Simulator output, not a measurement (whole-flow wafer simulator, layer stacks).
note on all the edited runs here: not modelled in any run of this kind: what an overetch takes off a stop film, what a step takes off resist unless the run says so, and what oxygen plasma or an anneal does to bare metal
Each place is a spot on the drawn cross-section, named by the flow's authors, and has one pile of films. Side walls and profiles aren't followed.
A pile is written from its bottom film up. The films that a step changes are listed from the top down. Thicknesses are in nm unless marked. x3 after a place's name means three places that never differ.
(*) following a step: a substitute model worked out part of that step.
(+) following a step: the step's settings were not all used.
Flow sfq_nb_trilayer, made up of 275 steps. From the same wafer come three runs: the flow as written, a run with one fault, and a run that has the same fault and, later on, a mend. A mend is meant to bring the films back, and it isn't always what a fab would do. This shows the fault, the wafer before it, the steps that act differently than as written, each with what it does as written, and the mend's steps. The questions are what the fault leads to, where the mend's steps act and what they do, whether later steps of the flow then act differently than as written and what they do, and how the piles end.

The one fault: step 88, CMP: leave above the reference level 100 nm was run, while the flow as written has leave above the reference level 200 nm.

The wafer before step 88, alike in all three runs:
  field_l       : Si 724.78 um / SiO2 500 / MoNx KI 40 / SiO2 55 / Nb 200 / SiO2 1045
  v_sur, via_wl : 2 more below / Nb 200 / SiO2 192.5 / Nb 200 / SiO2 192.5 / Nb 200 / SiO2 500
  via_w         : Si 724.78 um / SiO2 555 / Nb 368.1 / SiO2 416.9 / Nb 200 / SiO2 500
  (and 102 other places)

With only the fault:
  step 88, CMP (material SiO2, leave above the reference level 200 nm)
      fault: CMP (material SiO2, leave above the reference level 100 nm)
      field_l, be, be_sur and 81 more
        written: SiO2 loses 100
        fault: SiO2 loses 200
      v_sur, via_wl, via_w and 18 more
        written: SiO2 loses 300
        fault: SiO2 loses 400
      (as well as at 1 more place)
  Steps later in the flow that act otherwise than as written (3 other steps are not shown; they differ only slightly, by no more than 2% or 0.5 nm, whichever is larger):
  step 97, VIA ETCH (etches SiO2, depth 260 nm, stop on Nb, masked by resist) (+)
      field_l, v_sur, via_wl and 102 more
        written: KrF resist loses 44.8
        fault: KrF resist loses 25.8
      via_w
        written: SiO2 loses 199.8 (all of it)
        fault: SiO2 loses 99.8 (all of it)
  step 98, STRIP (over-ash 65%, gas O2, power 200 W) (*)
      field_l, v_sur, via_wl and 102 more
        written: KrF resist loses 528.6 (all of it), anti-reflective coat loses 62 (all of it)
        fault: KrF resist loses 547.6 (all of it), anti-reflective coat loses 62 (all of it)
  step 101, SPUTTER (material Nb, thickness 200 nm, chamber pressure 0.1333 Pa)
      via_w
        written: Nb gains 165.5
        fault: Nb gains 187.8
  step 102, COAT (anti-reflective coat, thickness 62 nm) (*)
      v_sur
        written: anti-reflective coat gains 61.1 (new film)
        fault: anti-reflective coat gains 57.2 (new film)
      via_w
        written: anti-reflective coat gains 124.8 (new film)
        fault: anti-reflective coat gains 105 (new film)
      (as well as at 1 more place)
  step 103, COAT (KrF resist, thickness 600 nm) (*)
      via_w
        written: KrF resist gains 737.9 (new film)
        fault: KrF resist gains 651.3 (new film)
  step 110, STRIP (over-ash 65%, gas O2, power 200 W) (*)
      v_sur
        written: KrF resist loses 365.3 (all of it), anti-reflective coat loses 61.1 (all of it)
        fault: KrF resist loses 377.1 (all of it), anti-reflective coat loses 57.2 (all of it)
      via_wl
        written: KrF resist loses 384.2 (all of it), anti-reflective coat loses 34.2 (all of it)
        fault: KrF resist loses 396 (all of it), anti-reflective coat loses 34.4 (all of it)
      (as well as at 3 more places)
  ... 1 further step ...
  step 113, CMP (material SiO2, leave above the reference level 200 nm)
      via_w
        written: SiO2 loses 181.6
        fault: SiO2 loses 188.9
  By the end, the piles at field_l, v_sur, via_wl and 103 more depart from the flow's by more than 2% or 0.5 nm, whichever is larger.
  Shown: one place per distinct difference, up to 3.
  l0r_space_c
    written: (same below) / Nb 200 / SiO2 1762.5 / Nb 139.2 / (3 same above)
    fault: (same below) / Nb 200 / SiO2 1662.5 / Nb 139.2 / (3 same above)
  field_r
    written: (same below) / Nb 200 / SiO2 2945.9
    fault: (same below) / Nb 200 / SiO2 2845.9
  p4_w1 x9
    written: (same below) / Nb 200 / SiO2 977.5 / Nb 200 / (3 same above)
    fault: (same below) / Nb 200 / SiO2 877.5 / Nb 200 / (3 same above)

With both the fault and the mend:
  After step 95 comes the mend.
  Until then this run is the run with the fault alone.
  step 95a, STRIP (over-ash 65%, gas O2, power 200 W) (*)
      field_l, v_sur, via_wl and 102 more
        KrF resist loses 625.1 (all of it), anti-reflective coat loses 62 (all of it)
      via_w
        anti-reflective coat loses 62 (all of it)
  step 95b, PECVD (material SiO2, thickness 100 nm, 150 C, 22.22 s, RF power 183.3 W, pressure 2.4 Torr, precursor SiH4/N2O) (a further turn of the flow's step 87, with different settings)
      field_l, v_sur, via_wl and 103 more
        SiO2 gains 100
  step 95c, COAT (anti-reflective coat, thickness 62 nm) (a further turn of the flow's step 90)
      field_l, v_sur, via_wl and 103 more
        anti-reflective coat gains 62 (new film)
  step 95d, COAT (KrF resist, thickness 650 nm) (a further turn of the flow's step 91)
      field_l, v_sur, via_wl and 103 more
        KrF resist gains 650 (new film)
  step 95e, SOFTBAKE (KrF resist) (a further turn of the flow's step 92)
      alters no film at any place that is followed
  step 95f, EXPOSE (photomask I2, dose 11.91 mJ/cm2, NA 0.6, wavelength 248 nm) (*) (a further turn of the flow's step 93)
      alters no film at any place that is followed
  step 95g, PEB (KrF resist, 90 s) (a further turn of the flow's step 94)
      field_l, v_sur, via_wl and 103 more
        KrF resist loses 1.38
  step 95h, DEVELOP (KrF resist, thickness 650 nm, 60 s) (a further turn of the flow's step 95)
      field_l, v_sur, via_wl and 102 more
        KrF resist loses 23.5
      via_w
        KrF resist loses 648.6 (all of it)
  Later steps of the flow that are run all act as written at every place that is followed.
  At every place that both follow, the piles at the end match the flow's.
